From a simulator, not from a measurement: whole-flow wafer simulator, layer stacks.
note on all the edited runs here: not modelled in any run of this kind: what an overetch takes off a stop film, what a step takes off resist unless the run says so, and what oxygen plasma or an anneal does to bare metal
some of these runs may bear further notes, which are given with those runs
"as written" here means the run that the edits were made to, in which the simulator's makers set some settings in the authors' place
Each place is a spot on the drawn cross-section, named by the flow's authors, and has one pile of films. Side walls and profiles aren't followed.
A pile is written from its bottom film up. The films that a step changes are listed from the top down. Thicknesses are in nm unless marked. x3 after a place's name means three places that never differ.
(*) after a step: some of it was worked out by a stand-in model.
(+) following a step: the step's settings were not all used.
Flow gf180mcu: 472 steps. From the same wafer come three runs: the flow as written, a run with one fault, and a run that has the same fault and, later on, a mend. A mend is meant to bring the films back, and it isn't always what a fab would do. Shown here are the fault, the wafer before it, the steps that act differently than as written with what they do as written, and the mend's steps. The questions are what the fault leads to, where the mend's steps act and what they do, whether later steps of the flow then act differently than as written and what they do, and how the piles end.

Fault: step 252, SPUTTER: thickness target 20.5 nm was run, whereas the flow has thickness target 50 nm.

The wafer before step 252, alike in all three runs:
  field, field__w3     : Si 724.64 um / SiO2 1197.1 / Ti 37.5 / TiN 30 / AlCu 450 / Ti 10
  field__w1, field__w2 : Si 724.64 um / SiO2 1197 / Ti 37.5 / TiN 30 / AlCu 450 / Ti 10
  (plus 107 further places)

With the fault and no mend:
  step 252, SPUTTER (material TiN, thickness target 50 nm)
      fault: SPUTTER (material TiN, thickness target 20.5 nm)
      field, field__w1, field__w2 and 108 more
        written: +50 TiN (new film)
        fault: +20.5 TiN (new film)
  Steps later in the flow that act otherwise than as written (2 other steps are not shown; they differ only slightly, by no more than 2% or 0.5 nm, whichever is larger):
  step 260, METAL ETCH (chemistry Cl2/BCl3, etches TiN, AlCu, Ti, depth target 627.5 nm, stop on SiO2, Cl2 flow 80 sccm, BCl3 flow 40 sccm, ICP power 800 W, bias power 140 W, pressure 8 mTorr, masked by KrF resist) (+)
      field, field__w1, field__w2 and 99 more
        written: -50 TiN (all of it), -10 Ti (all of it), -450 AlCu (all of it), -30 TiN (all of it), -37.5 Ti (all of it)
        fault: -20.5 TiN (all of it), -10 Ti (all of it), -450 AlCu (all of it), -30 TiN (all of it), -37.5 Ti (all of it)
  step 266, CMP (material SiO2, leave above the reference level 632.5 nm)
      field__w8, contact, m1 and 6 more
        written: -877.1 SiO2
        fault: -847.6 SiO2
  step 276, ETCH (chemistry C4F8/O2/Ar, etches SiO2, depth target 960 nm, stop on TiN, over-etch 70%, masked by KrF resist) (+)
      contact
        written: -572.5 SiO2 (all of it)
        fault: -602 SiO2 (all of it)
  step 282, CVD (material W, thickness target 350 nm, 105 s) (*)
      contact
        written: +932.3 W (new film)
        fault: +962.1 W (new film)
  By the end, the piles at field__w8, contact, m1 and 6 more depart from the flow's by more than 2% or 0.5 nm, whichever is larger.
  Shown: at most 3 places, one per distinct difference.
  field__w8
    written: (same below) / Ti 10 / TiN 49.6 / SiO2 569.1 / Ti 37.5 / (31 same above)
    fault: (same below) / Ti 10 / TiN 20.1 / SiO2 598.6 / Ti 37.5 / (31 same above)
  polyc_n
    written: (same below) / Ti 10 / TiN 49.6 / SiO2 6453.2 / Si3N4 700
    fault: (same below) / Ti 10 / TiN 20.1 / SiO2 6482.7 / Si3N4 700
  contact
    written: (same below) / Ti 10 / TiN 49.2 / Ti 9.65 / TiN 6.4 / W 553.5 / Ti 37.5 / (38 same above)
    fault: (same below) / Ti 10 / TiN 19.7 / Ti 9.49 / TiN 6.29 / W 583.3 / Ti 37.5 / (38 same above)

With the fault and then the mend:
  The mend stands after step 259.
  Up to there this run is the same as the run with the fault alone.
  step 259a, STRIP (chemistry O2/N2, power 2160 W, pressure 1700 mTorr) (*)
      field__w8, contact, m1 and 6 more
        -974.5 KrF resist (all of it)
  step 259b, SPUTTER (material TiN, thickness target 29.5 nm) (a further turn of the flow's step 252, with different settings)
      field, field__w1, field__w2 and 108 more
        +29.5 TiN
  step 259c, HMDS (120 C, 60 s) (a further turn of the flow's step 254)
      leaves every film unchanged at each place that is followed
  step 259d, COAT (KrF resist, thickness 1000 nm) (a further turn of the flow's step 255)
      field, field__w1, field__w2 and 108 more
        +1000 KrF resist (new film)
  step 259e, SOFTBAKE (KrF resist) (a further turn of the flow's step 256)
      leaves every film unchanged at each place that is followed
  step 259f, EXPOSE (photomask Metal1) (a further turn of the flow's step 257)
      leaves every film unchanged at each place that is followed
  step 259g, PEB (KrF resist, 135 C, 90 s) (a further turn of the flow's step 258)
      field, field__w1, field__w2 and 108 more
        -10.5 KrF resist
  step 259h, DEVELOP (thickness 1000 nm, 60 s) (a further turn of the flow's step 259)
      field, field__w1, field__w2 and 99 more
        -989.5 KrF resist (all of it)
      field__w8, contact, m1 and 6 more
        -14.9 KrF resist
  Every later step of the flow that is run acts as written at every place that is followed.
  At every place that both follow, the piles at the end match the flow's.
